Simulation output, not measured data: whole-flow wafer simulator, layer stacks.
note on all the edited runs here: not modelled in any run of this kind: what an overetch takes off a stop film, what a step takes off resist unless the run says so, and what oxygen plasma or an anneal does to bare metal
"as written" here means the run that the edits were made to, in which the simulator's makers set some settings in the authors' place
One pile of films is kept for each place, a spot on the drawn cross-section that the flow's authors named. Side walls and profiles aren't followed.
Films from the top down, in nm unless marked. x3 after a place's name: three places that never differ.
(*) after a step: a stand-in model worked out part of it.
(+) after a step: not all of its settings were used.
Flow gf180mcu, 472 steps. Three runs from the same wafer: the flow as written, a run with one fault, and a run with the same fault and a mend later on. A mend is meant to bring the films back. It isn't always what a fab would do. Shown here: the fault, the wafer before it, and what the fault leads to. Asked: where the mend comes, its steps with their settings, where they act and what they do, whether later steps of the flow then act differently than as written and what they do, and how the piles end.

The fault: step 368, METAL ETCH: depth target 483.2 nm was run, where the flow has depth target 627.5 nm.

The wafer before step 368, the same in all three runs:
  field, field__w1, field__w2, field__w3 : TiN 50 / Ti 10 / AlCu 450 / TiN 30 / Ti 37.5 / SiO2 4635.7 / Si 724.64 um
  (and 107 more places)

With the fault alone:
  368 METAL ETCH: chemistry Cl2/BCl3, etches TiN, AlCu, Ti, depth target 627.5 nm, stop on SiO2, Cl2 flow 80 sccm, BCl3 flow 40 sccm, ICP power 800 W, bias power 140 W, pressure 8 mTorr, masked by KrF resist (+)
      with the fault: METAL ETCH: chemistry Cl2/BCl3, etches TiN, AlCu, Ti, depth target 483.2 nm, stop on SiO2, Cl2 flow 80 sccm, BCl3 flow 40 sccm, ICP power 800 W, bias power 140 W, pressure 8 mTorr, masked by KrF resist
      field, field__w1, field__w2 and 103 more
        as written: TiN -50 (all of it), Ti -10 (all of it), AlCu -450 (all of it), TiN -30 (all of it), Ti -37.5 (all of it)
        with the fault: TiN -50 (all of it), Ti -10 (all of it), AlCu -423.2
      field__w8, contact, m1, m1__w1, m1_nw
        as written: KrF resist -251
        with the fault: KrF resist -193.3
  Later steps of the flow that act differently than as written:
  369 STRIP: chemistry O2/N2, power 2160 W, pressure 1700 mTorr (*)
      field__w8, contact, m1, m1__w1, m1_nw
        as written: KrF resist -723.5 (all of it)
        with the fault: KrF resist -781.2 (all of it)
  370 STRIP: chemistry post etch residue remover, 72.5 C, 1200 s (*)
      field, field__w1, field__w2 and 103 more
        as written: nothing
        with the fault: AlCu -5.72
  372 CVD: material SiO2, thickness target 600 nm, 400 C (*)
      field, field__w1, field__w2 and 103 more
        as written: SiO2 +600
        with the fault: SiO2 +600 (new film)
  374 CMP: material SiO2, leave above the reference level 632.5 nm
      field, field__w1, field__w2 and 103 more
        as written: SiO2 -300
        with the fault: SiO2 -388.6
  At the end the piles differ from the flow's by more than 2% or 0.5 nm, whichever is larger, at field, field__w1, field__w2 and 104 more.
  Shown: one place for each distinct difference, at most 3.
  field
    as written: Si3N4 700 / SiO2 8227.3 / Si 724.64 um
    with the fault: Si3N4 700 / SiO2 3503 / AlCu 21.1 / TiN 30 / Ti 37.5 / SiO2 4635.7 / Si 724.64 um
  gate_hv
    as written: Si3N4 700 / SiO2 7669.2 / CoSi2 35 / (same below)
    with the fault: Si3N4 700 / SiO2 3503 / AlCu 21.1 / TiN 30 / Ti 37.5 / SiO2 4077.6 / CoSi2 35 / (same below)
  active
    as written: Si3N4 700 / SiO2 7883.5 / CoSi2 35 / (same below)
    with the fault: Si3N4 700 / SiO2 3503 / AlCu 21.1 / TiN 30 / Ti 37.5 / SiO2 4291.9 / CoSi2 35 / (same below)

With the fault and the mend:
  The mend comes after step 368.
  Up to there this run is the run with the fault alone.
  368a METAL ETCH: chemistry Cl2/BCl3, etches TiN, AlCu, Ti, depth target 144.3 nm, stop on SiO2, Cl2 flow 80 sccm, BCl3 flow 40 sccm, ICP power 800 W, bias power 140 W, pressure 8 mTorr, masked by KrF resist (+) (the flow's step 368 once more, with other settings)
      field, field__w1, field__w2 and 103 more
        AlCu -26.8 (all of it), TiN -30 (all of it), Ti -37.5 (all of it)
      field__w8, contact, m1, m1__w1, m1_nw
        KrF resist -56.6
  No later step of the flow acts differently than as written, at any place that is followed, by more than 2% or 0.5 nm, whichever is larger.
  At the end the piles are the same as the flow's at every place that both follow.
